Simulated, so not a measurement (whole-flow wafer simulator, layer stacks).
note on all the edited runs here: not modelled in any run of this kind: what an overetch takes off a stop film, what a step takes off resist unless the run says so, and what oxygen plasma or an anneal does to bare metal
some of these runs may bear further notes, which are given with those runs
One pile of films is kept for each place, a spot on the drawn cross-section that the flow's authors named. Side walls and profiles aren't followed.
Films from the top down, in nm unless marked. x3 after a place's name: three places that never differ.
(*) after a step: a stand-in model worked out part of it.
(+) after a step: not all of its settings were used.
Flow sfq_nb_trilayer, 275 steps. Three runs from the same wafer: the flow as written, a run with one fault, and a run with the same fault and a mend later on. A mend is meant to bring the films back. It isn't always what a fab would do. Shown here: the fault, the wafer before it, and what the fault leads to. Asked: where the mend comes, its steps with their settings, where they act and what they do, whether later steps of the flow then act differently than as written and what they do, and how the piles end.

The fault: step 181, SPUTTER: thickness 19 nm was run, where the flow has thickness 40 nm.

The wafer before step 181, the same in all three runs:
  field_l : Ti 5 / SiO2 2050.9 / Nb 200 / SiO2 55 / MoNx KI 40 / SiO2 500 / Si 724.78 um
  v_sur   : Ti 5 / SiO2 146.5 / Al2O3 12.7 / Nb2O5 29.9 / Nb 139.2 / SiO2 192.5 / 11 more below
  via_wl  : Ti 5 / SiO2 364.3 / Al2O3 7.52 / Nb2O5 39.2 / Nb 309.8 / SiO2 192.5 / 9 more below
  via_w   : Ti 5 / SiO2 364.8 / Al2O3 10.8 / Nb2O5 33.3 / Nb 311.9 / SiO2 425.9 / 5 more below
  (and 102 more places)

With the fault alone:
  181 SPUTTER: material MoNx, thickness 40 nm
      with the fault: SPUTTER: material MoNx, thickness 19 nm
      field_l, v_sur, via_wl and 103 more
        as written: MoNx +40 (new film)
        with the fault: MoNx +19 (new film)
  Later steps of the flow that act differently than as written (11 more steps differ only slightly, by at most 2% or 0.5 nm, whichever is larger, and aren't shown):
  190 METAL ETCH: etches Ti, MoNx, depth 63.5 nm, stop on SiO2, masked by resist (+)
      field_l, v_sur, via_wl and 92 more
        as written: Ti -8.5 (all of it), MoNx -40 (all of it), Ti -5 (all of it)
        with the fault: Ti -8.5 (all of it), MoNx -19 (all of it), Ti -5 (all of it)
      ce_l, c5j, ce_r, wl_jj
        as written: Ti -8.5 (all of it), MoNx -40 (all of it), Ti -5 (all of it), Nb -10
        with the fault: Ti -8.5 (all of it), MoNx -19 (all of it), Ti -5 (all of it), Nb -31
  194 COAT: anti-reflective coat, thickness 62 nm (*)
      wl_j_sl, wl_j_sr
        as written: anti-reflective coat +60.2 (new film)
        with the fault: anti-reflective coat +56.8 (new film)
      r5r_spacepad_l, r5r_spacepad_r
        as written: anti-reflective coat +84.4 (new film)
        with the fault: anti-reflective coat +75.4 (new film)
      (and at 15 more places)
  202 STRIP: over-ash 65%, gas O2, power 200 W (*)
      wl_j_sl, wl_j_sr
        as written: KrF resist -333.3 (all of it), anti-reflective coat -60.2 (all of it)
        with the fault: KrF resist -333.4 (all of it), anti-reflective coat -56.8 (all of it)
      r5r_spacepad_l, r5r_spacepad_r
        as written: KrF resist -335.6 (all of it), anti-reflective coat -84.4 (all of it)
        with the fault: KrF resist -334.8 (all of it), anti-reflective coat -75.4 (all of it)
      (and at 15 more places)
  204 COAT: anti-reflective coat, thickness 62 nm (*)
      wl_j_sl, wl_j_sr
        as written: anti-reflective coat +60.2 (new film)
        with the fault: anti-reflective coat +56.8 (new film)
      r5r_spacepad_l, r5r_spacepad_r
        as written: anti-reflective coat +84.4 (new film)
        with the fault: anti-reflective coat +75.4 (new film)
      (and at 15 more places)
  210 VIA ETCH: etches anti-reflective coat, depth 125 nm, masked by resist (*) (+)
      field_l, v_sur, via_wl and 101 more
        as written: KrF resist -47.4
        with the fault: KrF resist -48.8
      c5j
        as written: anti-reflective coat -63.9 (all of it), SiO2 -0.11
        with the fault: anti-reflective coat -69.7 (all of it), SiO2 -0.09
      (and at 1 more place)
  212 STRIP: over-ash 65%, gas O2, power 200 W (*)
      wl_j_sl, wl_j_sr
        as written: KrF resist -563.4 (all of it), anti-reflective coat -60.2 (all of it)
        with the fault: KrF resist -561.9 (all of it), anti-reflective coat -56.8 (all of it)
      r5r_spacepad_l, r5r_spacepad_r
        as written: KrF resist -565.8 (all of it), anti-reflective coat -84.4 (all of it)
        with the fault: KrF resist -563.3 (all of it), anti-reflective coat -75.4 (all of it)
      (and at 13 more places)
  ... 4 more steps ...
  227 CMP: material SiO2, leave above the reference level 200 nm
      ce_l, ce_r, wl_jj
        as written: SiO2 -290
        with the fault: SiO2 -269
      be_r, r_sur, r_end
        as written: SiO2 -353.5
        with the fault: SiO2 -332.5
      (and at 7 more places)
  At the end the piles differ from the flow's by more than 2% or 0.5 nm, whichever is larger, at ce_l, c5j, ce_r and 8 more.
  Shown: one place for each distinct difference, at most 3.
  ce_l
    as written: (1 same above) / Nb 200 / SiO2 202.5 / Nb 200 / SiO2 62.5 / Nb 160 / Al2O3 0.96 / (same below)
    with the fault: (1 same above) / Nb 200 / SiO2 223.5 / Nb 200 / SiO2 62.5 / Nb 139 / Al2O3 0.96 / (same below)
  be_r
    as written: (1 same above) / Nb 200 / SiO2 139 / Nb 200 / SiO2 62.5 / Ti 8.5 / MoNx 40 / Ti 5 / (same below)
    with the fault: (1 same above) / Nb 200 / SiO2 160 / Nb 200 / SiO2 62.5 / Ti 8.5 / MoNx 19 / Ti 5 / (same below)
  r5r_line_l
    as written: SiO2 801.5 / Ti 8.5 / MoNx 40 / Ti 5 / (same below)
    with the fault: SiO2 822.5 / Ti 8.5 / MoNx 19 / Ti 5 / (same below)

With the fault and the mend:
  The mend comes after step 181.
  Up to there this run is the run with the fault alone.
  181a SPUTTER: material MoNx, thickness 21 nm (the flow's step 181 once more, with other settings)
      field_l, v_sur, via_wl and 103 more
        MoNx +21
  No later step of the flow acts differently than as written at any place that is followed.
  At the end the piles are the same as the flow's at every place that both follow.
